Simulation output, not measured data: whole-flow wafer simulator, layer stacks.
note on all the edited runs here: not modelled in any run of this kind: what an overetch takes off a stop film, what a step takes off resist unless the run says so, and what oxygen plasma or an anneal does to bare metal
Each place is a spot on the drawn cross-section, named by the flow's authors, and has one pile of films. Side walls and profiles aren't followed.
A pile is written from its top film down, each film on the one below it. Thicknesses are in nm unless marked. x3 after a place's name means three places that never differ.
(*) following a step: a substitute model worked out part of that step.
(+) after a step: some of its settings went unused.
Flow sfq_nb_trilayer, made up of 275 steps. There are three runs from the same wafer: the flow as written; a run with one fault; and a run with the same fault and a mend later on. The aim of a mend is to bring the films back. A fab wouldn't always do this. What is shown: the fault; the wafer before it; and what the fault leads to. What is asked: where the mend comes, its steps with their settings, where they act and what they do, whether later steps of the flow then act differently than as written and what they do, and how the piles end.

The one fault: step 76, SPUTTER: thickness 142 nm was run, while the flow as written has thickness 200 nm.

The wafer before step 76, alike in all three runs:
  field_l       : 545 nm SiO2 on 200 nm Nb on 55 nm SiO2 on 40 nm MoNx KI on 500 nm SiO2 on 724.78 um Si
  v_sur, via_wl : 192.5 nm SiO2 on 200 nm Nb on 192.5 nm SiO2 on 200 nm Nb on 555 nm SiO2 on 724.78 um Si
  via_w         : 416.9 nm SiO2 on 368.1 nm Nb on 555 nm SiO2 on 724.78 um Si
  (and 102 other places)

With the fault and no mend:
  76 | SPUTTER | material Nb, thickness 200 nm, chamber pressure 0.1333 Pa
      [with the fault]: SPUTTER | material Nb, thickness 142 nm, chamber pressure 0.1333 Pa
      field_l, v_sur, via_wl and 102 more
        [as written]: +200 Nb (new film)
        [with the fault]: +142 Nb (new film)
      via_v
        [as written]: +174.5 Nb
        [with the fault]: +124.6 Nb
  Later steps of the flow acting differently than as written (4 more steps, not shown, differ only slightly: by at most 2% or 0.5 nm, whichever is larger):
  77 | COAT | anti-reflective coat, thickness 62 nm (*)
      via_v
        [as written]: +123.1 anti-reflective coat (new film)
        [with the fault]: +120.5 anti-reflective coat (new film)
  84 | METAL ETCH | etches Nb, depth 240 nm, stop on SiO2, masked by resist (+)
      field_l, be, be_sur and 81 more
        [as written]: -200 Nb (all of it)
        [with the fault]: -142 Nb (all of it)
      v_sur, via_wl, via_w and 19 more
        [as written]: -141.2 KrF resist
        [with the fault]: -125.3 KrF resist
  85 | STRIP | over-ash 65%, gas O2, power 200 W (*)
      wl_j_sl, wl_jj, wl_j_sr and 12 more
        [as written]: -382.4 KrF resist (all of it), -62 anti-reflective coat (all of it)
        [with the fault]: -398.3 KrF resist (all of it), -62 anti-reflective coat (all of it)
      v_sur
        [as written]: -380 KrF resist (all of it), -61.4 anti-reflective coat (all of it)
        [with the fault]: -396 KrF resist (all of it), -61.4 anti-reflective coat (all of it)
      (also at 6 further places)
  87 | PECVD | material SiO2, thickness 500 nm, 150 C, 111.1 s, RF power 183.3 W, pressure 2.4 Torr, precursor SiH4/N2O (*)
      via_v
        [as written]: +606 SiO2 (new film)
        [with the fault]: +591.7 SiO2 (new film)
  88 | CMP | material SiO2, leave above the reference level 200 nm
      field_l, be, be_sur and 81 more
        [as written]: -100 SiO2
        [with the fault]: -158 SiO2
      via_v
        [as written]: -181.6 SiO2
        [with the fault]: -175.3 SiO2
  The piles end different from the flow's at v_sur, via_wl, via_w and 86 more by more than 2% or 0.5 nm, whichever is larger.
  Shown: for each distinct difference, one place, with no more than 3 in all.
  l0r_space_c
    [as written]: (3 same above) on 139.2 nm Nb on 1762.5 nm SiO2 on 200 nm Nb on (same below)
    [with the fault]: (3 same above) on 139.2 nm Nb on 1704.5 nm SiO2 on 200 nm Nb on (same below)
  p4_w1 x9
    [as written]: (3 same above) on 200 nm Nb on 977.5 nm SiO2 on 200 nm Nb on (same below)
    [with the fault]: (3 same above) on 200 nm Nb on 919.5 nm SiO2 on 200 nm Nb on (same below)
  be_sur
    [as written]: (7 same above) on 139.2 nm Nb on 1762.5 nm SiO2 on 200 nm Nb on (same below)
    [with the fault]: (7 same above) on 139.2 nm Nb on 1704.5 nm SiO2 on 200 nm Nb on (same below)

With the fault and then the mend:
  The mend stands after step 76.
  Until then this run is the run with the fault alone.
  76a | SPUTTER | material Nb, thickness 58 nm, chamber pressure 0.1333 Pa (a further turn of the flow's step 76, with different settings)
      field_l, v_sur, via_wl and 102 more
        +58 Nb
      via_v
        +46.1 Nb
  None of the later steps of the flow differs from how it acts as written, at any place that is followed, by more than 2% or 0.5 nm, whichever is larger.
  At the end the piles are close to the flow's at the places that both follow, differing by at most 2% or 0.5 nm, whichever is larger.
